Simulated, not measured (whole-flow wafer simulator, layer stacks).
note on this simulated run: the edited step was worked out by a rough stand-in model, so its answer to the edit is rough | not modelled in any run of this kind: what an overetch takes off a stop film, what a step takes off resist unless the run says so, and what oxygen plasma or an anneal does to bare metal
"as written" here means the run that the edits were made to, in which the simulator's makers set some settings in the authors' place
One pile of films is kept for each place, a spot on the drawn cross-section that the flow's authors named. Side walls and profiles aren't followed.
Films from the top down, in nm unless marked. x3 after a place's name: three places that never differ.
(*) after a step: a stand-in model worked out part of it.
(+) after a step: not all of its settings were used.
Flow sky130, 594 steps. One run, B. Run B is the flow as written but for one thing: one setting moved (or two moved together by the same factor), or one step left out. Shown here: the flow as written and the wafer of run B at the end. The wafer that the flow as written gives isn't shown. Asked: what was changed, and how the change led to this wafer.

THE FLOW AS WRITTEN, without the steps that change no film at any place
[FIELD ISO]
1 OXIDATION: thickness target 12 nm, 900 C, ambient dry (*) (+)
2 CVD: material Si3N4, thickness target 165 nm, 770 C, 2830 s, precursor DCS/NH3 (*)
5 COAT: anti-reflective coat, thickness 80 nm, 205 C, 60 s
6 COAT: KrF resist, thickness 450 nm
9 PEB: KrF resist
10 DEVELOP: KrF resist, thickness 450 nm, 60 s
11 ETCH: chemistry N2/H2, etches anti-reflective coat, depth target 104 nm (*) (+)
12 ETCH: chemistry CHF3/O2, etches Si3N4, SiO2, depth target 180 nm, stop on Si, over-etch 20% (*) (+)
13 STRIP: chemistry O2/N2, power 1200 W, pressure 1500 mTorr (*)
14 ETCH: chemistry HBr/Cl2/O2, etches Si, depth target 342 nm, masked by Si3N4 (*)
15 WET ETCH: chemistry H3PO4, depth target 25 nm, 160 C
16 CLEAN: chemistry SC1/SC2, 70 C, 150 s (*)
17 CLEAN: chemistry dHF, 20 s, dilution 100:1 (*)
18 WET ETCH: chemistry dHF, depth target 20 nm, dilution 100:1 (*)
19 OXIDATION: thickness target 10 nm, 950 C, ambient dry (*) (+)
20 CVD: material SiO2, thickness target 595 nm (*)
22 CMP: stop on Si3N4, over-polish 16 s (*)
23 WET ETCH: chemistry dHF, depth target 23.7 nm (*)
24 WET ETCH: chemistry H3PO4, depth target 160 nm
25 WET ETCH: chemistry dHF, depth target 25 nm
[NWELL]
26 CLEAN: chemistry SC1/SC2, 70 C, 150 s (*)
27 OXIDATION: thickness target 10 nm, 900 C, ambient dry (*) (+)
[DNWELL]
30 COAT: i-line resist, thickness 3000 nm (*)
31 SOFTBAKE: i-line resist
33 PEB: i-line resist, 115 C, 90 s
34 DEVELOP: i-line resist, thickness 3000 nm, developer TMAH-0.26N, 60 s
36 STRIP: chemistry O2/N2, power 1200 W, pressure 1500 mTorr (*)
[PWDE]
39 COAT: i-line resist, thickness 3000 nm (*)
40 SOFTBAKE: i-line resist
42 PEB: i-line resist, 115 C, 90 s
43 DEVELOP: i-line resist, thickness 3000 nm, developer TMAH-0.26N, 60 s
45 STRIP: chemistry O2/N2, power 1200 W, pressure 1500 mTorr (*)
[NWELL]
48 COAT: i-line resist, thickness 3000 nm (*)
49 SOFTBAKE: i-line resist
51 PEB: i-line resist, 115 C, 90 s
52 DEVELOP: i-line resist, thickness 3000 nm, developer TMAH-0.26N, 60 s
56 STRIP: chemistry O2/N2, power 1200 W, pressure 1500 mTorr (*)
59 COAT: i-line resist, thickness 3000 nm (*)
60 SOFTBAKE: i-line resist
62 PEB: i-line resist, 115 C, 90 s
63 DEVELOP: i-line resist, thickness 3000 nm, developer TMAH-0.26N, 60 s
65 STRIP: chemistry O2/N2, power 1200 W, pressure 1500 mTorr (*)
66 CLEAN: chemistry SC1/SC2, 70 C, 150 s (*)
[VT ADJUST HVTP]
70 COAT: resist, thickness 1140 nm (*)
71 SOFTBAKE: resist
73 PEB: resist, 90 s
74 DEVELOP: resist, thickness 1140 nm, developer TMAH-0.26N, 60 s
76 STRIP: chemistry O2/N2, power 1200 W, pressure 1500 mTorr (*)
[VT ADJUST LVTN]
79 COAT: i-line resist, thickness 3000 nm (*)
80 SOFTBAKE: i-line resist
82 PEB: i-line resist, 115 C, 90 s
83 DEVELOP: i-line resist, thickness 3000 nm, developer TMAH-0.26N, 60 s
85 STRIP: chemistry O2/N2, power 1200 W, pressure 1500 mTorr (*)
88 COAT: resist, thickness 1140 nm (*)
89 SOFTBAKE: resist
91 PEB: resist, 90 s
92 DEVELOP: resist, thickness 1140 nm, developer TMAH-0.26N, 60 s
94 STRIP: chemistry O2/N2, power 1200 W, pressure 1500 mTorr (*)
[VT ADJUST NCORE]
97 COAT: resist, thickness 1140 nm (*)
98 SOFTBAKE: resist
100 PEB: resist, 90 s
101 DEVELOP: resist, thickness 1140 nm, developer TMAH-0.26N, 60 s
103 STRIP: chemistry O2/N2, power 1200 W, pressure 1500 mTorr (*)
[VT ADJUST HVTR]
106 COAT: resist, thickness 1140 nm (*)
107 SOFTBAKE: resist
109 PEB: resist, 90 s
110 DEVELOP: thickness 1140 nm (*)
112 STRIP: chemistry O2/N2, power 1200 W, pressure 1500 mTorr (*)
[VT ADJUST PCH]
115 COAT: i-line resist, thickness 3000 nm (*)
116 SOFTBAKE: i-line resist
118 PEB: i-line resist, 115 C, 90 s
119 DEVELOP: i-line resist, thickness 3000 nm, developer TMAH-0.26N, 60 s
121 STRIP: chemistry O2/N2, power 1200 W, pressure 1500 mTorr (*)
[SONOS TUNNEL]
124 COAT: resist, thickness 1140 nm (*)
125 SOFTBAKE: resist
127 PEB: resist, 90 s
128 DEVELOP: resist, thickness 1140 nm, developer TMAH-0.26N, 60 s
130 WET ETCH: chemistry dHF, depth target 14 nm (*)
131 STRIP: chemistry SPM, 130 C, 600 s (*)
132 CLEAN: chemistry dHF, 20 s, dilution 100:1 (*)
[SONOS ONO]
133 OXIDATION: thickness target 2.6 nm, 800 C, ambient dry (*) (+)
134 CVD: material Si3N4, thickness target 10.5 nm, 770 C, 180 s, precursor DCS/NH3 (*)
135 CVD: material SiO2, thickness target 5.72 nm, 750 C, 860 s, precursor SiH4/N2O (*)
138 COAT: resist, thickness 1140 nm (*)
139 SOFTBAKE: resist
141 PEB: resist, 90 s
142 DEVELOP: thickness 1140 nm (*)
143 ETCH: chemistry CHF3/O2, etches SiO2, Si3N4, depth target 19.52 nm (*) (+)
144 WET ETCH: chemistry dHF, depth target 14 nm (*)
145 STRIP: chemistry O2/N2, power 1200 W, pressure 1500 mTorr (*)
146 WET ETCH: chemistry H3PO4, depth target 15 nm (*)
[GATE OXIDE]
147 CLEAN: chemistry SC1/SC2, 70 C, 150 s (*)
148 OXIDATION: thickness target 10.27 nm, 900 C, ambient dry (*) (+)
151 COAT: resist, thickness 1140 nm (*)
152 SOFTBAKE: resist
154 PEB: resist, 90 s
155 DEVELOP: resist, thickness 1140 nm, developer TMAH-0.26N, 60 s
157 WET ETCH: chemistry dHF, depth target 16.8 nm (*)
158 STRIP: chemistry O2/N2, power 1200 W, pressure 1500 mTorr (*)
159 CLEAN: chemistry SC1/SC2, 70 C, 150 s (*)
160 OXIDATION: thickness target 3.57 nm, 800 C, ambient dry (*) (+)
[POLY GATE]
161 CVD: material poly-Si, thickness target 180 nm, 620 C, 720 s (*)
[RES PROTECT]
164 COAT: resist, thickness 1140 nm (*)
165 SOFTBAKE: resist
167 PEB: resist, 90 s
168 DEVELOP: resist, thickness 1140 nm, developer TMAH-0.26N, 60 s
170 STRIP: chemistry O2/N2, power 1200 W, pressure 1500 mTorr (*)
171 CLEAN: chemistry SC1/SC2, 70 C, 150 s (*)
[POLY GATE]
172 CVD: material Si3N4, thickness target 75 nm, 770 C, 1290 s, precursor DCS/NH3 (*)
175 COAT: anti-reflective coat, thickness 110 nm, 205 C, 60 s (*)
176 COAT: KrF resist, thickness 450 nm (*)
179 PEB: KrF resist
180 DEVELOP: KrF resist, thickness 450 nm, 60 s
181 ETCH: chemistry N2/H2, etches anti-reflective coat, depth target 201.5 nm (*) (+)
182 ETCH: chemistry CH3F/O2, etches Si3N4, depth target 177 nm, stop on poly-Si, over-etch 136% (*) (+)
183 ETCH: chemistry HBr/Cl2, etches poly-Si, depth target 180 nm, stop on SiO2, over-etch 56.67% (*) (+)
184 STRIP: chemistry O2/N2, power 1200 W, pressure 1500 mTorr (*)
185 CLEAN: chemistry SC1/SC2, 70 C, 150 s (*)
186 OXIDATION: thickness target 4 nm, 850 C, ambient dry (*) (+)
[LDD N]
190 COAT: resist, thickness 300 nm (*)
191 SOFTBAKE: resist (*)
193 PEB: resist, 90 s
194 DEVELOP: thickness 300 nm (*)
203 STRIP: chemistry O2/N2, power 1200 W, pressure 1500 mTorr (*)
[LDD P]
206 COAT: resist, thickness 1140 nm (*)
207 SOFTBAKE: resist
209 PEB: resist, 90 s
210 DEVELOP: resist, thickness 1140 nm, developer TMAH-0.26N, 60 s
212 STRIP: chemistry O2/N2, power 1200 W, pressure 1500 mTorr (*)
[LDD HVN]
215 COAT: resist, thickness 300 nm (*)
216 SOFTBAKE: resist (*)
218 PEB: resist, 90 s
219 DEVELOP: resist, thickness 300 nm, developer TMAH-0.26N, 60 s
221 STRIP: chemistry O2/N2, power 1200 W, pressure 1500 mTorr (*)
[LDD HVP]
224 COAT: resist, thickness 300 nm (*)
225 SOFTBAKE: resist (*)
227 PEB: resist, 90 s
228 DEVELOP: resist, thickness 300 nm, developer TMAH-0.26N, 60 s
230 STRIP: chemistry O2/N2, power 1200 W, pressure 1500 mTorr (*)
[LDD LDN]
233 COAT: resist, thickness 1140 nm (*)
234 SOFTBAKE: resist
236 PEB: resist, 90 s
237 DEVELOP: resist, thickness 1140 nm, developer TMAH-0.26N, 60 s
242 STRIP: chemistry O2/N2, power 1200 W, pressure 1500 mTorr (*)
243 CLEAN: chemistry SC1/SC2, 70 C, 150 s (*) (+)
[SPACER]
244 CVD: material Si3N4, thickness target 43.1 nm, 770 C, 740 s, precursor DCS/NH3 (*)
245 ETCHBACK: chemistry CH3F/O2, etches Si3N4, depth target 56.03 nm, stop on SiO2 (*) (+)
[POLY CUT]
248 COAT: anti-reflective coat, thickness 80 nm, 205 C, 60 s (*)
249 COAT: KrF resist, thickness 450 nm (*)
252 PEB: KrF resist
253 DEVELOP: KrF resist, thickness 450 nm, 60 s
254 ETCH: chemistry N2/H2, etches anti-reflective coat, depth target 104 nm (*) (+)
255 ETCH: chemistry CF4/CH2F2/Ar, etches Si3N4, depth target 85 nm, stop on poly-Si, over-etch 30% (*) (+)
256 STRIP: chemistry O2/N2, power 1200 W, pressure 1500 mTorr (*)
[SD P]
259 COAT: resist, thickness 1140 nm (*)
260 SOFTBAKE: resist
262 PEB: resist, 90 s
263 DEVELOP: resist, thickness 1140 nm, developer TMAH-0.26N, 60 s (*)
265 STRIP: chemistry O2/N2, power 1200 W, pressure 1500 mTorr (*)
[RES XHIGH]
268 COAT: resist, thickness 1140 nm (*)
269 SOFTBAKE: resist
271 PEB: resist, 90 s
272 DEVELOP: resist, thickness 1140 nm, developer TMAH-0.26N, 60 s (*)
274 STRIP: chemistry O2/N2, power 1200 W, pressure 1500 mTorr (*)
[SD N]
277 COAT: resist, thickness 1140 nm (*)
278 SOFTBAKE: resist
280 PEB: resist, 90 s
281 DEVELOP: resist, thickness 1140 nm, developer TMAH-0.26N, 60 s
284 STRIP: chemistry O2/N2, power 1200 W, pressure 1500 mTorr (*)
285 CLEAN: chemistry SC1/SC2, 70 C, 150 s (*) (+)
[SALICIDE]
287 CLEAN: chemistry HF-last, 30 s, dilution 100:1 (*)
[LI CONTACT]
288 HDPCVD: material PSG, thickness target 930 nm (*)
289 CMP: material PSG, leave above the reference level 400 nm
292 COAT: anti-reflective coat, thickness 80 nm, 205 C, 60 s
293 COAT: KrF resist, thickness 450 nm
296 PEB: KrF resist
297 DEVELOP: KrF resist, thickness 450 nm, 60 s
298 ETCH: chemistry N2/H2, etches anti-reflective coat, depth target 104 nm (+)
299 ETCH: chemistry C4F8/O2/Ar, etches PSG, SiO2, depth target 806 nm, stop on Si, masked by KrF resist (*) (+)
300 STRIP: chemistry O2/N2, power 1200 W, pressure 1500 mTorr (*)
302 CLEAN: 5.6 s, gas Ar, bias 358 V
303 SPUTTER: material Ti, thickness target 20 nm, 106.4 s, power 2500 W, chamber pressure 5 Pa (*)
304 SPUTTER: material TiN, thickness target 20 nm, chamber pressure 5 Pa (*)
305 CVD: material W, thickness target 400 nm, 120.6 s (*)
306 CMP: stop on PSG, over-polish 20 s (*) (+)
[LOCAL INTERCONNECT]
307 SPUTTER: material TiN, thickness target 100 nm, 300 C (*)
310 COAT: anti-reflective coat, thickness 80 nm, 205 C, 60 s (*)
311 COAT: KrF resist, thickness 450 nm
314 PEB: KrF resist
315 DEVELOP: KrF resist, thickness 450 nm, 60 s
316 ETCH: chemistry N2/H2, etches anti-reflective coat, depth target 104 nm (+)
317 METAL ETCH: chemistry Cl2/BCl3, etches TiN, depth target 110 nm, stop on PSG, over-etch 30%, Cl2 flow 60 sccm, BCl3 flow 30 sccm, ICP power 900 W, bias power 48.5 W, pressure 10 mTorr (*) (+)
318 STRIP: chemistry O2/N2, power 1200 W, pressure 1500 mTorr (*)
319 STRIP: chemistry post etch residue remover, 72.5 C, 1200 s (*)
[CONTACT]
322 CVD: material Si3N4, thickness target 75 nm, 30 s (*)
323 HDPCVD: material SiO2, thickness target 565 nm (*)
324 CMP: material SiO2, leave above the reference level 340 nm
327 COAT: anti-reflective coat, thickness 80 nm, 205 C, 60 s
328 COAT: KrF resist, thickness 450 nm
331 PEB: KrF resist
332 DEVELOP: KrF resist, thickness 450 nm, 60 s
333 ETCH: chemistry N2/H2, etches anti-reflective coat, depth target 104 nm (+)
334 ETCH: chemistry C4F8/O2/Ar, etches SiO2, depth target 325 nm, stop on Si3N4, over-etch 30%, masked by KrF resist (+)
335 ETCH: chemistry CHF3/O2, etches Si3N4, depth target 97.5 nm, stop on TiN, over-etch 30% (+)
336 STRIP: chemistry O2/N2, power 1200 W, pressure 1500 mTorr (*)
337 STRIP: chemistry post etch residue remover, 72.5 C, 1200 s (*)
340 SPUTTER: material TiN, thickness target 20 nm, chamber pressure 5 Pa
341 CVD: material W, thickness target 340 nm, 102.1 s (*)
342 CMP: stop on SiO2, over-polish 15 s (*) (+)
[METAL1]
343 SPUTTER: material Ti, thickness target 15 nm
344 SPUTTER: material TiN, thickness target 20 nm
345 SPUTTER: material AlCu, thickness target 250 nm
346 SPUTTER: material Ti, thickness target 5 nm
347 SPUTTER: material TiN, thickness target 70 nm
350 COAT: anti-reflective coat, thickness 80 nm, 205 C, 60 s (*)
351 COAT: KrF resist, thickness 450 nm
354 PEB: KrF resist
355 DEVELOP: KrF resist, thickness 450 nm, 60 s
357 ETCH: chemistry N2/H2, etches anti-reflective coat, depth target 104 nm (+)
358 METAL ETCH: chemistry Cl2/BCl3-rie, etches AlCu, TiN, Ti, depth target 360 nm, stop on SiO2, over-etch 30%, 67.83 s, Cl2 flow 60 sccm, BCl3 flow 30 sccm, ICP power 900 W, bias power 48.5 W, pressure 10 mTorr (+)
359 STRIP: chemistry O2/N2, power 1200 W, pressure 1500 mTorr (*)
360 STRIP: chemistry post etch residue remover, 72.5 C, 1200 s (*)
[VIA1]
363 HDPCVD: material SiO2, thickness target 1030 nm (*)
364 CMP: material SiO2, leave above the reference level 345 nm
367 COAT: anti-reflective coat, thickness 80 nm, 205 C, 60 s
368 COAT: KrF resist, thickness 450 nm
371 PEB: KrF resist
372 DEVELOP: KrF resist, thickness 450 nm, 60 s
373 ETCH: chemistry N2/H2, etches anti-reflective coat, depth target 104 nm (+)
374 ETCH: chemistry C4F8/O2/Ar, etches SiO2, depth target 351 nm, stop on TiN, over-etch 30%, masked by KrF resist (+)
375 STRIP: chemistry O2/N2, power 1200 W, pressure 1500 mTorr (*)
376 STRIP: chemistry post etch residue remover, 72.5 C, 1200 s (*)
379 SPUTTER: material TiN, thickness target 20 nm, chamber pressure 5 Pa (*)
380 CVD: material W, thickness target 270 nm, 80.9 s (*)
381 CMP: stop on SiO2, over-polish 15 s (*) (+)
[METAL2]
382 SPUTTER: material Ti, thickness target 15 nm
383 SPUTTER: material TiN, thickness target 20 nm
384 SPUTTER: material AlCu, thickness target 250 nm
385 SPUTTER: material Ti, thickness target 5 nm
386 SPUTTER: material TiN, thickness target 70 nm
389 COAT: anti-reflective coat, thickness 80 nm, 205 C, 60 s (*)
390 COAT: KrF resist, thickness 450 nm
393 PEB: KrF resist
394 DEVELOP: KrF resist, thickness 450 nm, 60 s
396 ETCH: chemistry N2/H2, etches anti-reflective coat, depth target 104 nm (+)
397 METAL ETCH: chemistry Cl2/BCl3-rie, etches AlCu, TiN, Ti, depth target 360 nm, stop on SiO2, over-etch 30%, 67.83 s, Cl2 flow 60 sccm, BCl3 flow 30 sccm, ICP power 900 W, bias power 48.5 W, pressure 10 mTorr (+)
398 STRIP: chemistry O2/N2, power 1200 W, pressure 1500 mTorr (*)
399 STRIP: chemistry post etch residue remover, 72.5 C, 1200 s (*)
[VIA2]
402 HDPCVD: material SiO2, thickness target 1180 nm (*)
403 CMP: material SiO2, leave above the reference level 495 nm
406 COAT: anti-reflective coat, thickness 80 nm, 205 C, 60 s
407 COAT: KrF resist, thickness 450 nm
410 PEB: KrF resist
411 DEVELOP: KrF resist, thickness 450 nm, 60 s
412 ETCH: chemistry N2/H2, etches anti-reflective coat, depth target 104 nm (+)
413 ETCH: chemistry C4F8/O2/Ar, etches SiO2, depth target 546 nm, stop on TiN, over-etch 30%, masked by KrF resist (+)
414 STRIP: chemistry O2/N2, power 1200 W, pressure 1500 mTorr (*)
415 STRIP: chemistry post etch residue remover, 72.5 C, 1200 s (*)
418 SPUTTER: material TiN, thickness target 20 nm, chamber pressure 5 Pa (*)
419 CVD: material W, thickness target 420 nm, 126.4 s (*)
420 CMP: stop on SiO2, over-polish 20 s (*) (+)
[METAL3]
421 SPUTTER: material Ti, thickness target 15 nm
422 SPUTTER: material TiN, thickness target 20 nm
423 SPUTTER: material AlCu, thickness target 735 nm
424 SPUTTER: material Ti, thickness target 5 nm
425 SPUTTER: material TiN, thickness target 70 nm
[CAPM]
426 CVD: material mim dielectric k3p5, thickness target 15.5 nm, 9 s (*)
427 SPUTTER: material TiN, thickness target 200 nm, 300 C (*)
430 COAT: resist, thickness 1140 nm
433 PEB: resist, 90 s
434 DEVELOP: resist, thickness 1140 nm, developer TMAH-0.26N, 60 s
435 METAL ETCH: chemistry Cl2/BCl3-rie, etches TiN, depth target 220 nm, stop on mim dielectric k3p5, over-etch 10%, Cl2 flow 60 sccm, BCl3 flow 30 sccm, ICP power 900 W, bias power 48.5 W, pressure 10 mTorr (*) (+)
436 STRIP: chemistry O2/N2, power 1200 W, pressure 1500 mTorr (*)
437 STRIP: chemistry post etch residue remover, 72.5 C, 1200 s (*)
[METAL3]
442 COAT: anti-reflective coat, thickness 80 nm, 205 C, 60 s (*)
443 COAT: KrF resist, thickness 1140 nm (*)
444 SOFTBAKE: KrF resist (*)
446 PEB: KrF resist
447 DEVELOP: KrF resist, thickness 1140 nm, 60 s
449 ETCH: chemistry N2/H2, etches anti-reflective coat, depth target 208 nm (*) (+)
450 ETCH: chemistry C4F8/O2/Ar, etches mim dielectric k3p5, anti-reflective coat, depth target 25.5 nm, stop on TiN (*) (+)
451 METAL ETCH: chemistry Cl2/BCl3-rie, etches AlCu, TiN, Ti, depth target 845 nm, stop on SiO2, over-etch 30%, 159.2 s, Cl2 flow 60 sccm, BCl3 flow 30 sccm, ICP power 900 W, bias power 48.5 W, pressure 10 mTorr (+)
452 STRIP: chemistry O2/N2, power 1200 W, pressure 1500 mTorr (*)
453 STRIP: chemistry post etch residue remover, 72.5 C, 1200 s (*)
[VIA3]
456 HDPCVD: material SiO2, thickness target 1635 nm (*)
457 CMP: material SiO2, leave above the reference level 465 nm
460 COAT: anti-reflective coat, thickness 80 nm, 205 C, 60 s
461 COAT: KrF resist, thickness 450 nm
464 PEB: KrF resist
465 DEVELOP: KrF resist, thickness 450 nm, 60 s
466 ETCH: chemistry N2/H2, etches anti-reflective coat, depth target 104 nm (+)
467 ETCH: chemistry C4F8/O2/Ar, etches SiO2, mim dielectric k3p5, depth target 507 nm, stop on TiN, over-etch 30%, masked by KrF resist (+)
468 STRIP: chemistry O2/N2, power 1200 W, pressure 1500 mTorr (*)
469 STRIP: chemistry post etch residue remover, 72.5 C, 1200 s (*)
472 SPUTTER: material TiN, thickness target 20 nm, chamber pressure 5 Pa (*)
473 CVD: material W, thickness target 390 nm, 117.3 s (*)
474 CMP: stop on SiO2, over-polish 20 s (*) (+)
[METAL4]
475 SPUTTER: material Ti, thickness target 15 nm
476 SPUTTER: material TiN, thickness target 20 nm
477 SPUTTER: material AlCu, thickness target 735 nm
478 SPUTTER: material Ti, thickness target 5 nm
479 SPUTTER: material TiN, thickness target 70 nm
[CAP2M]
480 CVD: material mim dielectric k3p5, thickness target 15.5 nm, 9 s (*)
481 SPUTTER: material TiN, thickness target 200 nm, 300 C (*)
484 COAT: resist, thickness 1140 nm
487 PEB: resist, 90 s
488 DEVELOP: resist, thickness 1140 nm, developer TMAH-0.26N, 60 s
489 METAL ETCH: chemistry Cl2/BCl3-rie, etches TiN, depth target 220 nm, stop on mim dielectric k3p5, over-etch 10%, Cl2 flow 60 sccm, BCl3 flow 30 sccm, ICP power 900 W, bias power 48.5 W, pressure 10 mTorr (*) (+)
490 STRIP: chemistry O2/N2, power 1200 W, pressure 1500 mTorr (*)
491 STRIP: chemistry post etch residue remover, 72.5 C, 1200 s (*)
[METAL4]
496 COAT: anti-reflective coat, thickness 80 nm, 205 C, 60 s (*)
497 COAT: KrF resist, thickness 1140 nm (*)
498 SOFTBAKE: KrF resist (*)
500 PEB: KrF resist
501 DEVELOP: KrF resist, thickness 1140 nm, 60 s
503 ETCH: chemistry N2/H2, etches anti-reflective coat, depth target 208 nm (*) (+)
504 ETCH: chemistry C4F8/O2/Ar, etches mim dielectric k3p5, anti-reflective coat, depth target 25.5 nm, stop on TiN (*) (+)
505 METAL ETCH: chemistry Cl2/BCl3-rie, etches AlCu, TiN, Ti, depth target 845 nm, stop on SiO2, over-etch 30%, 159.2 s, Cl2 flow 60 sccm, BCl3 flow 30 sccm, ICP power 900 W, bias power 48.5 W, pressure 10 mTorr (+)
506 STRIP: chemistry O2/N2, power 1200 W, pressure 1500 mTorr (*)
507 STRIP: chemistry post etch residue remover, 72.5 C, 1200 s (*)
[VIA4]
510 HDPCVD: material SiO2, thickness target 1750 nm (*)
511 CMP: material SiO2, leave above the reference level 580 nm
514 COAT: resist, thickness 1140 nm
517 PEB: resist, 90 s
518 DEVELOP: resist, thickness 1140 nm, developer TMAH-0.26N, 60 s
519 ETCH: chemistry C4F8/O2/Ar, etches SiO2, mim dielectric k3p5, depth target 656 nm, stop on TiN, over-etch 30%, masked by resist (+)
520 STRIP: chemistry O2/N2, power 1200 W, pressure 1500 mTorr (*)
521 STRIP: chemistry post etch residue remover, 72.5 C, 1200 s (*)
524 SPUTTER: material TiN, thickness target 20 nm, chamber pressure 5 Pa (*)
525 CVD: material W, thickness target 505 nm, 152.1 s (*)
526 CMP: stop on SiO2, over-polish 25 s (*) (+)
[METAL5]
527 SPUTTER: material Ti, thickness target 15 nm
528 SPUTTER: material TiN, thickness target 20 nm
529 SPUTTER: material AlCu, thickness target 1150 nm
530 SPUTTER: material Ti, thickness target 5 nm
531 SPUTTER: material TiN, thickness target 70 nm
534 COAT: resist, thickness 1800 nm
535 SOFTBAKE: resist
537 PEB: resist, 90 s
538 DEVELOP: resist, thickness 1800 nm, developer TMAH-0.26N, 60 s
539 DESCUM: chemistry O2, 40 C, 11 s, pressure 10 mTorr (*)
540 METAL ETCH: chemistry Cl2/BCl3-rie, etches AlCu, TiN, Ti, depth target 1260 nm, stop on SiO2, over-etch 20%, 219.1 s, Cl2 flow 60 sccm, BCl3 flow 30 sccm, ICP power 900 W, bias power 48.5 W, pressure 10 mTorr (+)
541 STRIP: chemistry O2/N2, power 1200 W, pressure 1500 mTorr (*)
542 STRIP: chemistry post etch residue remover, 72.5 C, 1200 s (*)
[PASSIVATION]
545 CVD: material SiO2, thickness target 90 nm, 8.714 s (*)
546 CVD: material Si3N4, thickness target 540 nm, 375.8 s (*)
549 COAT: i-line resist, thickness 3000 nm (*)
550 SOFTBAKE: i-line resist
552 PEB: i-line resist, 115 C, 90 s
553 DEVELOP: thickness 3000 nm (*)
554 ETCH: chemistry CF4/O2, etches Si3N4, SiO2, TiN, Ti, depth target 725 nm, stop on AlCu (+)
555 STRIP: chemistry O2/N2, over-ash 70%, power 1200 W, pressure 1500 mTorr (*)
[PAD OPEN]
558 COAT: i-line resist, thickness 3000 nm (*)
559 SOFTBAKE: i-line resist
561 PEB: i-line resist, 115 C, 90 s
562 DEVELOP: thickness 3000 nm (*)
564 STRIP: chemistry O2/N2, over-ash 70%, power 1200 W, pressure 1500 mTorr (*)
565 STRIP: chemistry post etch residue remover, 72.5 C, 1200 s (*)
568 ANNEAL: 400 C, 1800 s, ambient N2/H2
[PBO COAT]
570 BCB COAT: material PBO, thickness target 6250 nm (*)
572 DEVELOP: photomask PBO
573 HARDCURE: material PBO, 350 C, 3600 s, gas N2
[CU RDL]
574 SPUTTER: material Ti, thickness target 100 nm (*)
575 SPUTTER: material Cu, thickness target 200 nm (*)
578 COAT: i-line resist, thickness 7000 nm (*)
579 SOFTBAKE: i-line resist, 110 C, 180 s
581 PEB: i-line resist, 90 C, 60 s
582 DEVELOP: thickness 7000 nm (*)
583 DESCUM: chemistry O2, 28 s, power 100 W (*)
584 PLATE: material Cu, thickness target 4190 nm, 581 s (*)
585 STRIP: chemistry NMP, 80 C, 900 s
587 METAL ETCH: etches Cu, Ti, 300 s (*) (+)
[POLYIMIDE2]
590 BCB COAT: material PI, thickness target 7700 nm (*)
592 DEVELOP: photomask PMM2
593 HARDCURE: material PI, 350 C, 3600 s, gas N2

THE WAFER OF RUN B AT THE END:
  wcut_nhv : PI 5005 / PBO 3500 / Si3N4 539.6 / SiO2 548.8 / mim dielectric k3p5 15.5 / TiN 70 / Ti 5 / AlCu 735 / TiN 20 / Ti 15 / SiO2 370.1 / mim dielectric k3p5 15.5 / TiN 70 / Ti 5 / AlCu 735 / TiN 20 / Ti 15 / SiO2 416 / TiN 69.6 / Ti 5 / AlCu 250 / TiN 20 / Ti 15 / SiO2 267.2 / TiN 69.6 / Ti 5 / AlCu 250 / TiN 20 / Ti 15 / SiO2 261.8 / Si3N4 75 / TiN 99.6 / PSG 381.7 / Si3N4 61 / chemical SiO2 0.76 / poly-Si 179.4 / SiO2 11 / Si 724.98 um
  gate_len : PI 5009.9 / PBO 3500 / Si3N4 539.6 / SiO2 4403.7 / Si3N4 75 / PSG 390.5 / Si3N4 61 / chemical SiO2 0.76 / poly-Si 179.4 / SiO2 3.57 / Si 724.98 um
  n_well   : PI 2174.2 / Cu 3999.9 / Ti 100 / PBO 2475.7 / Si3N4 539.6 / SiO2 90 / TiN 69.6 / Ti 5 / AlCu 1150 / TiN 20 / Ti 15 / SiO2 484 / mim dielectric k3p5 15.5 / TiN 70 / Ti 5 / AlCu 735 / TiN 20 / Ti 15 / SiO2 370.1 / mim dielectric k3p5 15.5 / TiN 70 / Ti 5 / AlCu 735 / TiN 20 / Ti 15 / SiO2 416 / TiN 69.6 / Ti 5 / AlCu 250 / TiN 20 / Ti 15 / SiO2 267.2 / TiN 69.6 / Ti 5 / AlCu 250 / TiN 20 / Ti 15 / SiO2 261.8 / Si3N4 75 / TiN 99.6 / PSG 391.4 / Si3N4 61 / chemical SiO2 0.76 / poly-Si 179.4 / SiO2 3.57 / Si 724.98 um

The cause: step 570, BCB COAT: thickness target 4375 nm was run, where the flow has thickness target 6250 nm.

How the change led to this, step by step:
  570 BCB COAT: material PBO, thickness target 6250 nm (*)
      dice_street, vpp_sp, vpp_ln and 71 more: PBO +4375 (new film) (as written it would be: PBO +6250 (new film))
      n_well, p_well, sd_n, sd_p: PBO +3094.6 (new film) (as written it would be: PBO +4968.7 (new film))
      (and at 115 more places)
  572 DEVELOP: photomask PBO
      pad: PBO -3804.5 (all of it) (as written it would be: PBO -5678.7 (all of it))
  573 HARDCURE: material PBO, 350 C, 3600 s, gas N2
      dice_street, vpp_sp, vpp_ln and 71 more: PBO -875 (as written it would be: PBO -1250)
      vpp_tail, gate_p_g5v0_sd, active_p_g5v0, spacer_p_g5v0, field_nw_hv: PBO -876.4 (as written it would be: PBO -1251.4)
      (and at 113 more places)
  578 COAT: i-line resist, thickness 7000 nm (*)
      pad: i-line resist +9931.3 (new film) (as written it would be: i-line resist +11.43 um (new film))
  579 SOFTBAKE: i-line resist, 110 C, 180 s
      vpp_guard: nothing (as written it would be: i-line resist -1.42)
      varactor_hvt: i-line resist +1.28 (as written it would be: i-line resist -0.5)
      (and at 117 more places)
  582 DEVELOP: thickness 7000 nm (*)
      pad: i-line resist -9931 (all of it) (as written it would be: i-line resist -11.43 um (all of it))
  590 BCB COAT: material PI, thickness target 7700 nm (*)
      pad: PI +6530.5 (new film) (as written it would be: PI +8030.8 (new film))
  592 DEVELOP: photomask PMM2
      pad: PI -6530.5 (all of it) (as written it would be: PI -8030.8 (all of it))
